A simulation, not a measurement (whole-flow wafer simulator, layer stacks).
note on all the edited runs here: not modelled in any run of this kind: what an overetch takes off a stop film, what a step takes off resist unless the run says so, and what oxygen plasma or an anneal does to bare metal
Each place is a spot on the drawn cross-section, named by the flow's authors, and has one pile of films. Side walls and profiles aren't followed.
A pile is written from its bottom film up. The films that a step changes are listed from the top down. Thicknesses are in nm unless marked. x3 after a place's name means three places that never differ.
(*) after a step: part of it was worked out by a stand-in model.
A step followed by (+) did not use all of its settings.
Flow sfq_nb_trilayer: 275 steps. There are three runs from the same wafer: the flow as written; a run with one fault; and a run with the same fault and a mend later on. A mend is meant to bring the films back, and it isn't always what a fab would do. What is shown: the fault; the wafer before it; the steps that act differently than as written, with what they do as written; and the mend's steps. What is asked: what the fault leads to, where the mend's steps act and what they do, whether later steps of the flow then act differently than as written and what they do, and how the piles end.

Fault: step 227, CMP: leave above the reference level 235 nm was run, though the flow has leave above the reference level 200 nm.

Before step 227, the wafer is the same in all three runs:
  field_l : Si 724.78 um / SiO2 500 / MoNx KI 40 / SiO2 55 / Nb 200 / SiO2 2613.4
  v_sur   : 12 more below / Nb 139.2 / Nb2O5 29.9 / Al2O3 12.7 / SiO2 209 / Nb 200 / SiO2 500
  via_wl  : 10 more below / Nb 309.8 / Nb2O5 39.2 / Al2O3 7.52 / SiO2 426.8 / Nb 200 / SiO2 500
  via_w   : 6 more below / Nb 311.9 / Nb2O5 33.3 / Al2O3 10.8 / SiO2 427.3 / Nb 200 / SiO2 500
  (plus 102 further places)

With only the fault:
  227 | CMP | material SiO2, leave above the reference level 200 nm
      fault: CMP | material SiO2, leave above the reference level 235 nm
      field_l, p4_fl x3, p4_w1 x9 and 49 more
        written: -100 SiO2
        fault: -65 SiO2
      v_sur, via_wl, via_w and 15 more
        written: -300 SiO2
        fault: -265 SiO2
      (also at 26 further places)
  Later steps of the flow acting differently than as written (3 more steps, not shown, differ only slightly: by at most 2% or 0.5 nm, whichever is larger):
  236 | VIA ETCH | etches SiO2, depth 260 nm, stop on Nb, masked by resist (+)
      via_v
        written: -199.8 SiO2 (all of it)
        fault: -234.8 SiO2 (all of it)
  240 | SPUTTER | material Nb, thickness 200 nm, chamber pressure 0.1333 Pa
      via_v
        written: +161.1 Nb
        fault: +152.9 Nb
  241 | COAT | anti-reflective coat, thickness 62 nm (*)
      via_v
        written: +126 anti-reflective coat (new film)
        fault: +133.8 anti-reflective coat (new film)
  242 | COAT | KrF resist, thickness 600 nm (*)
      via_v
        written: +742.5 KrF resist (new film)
        fault: +772 KrF resist (new film)
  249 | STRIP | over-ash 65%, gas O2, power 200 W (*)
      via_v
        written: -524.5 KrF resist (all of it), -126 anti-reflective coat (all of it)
        fault: -553.9 KrF resist (all of it), -133.8 anti-reflective coat (all of it)
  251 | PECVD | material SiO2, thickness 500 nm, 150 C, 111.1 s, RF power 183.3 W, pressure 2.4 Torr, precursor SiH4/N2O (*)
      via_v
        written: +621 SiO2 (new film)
        fault: +664.2 SiO2 (new film)
  At v_sur, via_wl, via_w and 80 more, the piles at the end differ from the flow's by more than 2% or 0.5 nm, whichever is larger.
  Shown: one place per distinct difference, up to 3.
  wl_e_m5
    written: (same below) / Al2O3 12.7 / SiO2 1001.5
    fault: (same below) / Al2O3 12.7 / SiO2 1036.5
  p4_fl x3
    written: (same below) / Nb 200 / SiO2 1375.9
    fault: (same below) / Nb 200 / SiO2 1410.9
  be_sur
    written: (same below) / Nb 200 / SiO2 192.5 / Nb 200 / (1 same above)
    fault: (same below) / Nb 200 / SiO2 227.5 / Nb 200 / (1 same above)

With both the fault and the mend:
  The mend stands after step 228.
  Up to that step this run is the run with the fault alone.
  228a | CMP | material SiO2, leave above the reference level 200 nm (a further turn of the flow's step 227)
      field_l, v_sur, via_wl and 103 more
        -35 SiO2
  None of the later steps of the flow acts differently than as written at any place that is followed.
  At every place that both follow, the piles at the end match the flow's.
